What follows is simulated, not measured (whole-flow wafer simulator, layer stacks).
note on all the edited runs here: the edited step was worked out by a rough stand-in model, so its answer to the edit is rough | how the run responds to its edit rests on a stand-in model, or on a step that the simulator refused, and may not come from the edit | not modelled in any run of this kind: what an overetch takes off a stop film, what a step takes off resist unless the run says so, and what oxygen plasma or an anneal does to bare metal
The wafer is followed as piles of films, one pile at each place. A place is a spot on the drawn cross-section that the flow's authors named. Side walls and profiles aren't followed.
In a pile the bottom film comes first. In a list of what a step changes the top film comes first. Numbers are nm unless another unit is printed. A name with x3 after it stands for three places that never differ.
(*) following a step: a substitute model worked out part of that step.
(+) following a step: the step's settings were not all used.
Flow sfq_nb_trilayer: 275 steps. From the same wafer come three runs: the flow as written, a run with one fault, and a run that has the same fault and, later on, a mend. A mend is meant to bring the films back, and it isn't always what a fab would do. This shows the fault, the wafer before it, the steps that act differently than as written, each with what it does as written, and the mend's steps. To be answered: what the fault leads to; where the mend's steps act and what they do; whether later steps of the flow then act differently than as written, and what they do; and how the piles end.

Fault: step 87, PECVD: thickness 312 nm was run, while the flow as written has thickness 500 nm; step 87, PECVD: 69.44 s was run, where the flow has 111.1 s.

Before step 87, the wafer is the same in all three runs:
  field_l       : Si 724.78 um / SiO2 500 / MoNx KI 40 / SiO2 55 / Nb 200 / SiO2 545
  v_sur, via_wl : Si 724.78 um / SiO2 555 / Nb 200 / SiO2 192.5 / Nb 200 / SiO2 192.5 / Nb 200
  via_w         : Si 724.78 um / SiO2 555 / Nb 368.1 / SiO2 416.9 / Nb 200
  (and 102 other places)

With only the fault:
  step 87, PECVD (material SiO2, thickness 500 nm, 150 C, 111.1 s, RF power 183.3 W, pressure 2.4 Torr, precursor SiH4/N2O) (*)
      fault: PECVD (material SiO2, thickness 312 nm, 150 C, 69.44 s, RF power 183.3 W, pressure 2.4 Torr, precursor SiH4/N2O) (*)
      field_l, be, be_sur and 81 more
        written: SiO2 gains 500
        fault: SiO2 gains 312
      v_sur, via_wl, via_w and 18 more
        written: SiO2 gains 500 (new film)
        fault: SiO2 gains 312 (new film)
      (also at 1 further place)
  Later steps of the flow acting differently than as written (13 other steps are not shown; they differ only slightly, by no more than 2% or 0.5 nm, whichever is larger):
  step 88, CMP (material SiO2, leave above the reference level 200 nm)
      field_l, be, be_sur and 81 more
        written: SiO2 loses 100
        fault: nothing
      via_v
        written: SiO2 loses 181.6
        fault: nothing
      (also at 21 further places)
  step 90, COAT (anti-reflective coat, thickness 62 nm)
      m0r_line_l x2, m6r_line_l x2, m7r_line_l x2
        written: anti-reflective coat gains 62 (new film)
        fault: anti-reflective coat gains 63.5 (new film)
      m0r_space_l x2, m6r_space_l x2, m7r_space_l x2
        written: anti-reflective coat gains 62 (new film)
        fault: anti-reflective coat gains 74.3 (new film)
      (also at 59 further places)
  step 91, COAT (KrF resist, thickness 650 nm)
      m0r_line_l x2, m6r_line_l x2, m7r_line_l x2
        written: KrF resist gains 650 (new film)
        fault: KrF resist gains 667.4 (new film)
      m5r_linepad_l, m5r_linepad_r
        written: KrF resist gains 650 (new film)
        fault: KrF resist gains 630.9 (new film)
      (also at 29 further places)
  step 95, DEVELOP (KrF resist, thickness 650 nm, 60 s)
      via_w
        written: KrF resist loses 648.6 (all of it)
        fault: KrF resist loses 616.4 (all of it)
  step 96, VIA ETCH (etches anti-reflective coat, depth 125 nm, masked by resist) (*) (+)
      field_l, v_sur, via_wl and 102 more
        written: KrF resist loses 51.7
        fault: KrF resist loses 45.7
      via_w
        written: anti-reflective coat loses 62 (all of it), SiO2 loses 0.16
        fault: anti-reflective coat loses 54.8 (all of it), SiO2 loses 0.14
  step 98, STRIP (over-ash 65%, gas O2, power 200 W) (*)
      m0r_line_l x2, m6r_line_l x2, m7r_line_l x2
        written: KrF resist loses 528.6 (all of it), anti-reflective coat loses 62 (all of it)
        fault: KrF resist loses 552 (all of it), anti-reflective coat loses 63.5 (all of it)
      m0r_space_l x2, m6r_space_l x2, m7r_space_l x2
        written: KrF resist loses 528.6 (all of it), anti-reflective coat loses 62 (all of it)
        fault: KrF resist loses 544.8 (all of it), anti-reflective coat loses 74.3 (all of it)
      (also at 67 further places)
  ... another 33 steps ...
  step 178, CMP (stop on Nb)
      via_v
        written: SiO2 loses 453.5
        fault: SiO2 loses 340.8
  By the end, the piles at via_v, p4_w1, p4_w2 and 7 more depart from the flow's by more than 2% or 0.5 nm, whichever is larger.
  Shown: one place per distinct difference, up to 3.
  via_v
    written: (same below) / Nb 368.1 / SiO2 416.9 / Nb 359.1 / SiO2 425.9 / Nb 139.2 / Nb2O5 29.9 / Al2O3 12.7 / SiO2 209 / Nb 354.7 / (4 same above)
    fault: (same below) / Nb 368.1 / SiO2 259.4 / Nb 174.6 / SiO2 115.2 / Nb 90.1 / SiO2 344 / Nb 104.3 / Nb2O5 36.3 / Al2O3 9.16 / SiO2 459.7 / Nb 354.7 / (4 same above)
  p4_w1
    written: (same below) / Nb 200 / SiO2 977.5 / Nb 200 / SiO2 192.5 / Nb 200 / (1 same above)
    fault: (same below) / Nb 200 / SiO2 889.5 / Nb 200 / SiO2 280.5 / Nb 200 / (1 same above)

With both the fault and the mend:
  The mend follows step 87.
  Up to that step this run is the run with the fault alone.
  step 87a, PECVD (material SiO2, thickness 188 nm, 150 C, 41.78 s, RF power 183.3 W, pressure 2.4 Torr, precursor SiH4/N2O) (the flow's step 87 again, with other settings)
      field_l, v_sur, via_wl and 102 more
        SiO2 gains 188
      via_v
        SiO2 gains 167.6
  Later steps of the flow acting differently than as written:
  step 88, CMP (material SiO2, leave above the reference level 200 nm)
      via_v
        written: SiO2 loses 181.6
        mend: SiO2 loses 10.1
  The piles end the same as the flow's at every place that both follow.
